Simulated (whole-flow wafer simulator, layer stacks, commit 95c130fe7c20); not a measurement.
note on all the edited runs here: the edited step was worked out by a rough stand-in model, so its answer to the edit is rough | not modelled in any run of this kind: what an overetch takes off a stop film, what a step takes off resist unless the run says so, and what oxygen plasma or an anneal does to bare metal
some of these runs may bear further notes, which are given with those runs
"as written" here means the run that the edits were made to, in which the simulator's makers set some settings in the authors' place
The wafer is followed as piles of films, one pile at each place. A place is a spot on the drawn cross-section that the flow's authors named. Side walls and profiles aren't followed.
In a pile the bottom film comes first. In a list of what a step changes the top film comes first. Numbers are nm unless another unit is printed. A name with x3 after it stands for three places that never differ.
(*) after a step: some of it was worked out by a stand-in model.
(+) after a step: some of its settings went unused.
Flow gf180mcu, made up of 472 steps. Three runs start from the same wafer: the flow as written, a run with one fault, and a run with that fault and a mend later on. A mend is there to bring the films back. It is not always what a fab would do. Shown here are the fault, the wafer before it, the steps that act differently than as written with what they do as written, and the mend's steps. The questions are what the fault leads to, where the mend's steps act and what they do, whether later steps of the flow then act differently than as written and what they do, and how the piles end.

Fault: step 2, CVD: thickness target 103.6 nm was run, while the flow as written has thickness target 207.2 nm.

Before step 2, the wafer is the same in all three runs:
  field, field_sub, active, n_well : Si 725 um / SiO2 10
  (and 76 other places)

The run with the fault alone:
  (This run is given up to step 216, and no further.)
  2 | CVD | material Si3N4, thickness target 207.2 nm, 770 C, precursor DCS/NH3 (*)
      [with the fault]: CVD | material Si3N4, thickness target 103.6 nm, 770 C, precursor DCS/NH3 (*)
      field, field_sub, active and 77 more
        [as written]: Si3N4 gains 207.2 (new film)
        [with the fault]: Si3N4 gains 103.6 (new film)
  Steps further on in the flow that do not act as written (9 other steps are not shown; they differ only slightly, by no more than 2% or 0.5 nm, whichever is larger):
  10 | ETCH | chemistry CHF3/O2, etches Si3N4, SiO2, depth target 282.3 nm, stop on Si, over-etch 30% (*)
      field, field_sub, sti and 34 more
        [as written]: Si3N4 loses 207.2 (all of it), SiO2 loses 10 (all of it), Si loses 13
        [with the fault]: Si3N4 loses 103.6 (all of it), SiO2 loses 10 (all of it), Si loses 33.7
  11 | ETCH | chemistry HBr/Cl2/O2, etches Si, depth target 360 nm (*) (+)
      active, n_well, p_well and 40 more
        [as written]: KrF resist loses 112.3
        [with the fault]: KrF resist loses 105.4
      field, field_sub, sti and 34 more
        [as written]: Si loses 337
        [with the fault]: Si loses 316.3
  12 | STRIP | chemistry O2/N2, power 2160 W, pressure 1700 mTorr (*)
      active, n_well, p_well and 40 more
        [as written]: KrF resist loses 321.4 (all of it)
        [with the fault]: KrF resist loses 328.3 (all of it)
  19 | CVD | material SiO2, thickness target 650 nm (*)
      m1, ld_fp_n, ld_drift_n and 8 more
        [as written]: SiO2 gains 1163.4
        [with the fault]: SiO2 gains 1059.8
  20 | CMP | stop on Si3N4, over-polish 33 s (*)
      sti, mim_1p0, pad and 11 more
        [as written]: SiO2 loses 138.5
        [with the fault]: SiO2 loses 242
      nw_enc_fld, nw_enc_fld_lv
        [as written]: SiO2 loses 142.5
        [with the fault]: SiO2 loses 246.1
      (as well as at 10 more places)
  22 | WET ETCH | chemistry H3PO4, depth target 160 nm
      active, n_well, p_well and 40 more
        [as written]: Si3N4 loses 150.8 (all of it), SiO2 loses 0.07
        [with the fault]: Si3N4 loses 47.2 (all of it), SiO2 loses 0.88
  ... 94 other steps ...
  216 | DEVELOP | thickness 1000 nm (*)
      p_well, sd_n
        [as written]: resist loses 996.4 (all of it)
        [with the fault]: resist loses 896.1 (all of it)
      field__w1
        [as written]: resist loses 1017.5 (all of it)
        [with the fault]: resist loses 1067.7 (all of it)
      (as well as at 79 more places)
  The piles after step 216 differ from the flow's at field, field__w1, field__w2 and 68 more by more than 2% or 0.5 nm, whichever is larger.
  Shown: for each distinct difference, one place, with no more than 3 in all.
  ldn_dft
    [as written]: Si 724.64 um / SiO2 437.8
    [with the fault]: Si 724.63 um / SiO2 288.3 / Si3N4 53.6 / SiO2 50
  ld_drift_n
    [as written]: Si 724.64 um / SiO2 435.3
    [with the fault]: Si 724.63 um / SiO2 286.6 / Si3N4 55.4 / SiO2 30.2
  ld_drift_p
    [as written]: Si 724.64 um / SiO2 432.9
    [with the fault]: Si 724.63 um / SiO2 286.7 / Si3N4 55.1 / SiO2 30.2

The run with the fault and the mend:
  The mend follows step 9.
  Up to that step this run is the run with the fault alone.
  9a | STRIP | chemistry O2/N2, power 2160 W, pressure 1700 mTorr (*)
      active, n_well, p_well and 40 more
        KrF resist loses 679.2 (all of it)
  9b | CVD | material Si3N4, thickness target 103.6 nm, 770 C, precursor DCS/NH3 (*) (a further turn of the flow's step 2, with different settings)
      field, field_sub, active and 77 more
        Si3N4 gains 103.6
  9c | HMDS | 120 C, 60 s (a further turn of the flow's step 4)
      alters no film at any place that is followed
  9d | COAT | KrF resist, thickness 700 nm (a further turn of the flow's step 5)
      field, field_sub, active and 77 more
        KrF resist gains 700 (new film)
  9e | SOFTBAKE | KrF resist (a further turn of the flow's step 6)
      alters no film at any place that is followed
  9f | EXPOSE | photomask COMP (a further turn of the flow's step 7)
      alters no film at any place that is followed
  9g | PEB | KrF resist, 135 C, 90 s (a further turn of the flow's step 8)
      field, field_sub, active and 77 more
        KrF resist loses 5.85
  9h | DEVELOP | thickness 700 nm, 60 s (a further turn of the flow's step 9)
      active, n_well, p_well and 40 more
        KrF resist loses 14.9
      field, field_sub, sti and 34 more
        KrF resist loses 694.2 (all of it)
  None of the later steps of the flow differs from how it acts as written, at any place that is followed, by more than 2% or 0.5 nm, whichever is larger.
  By the end, the piles equal the flow's at every place that both follow.
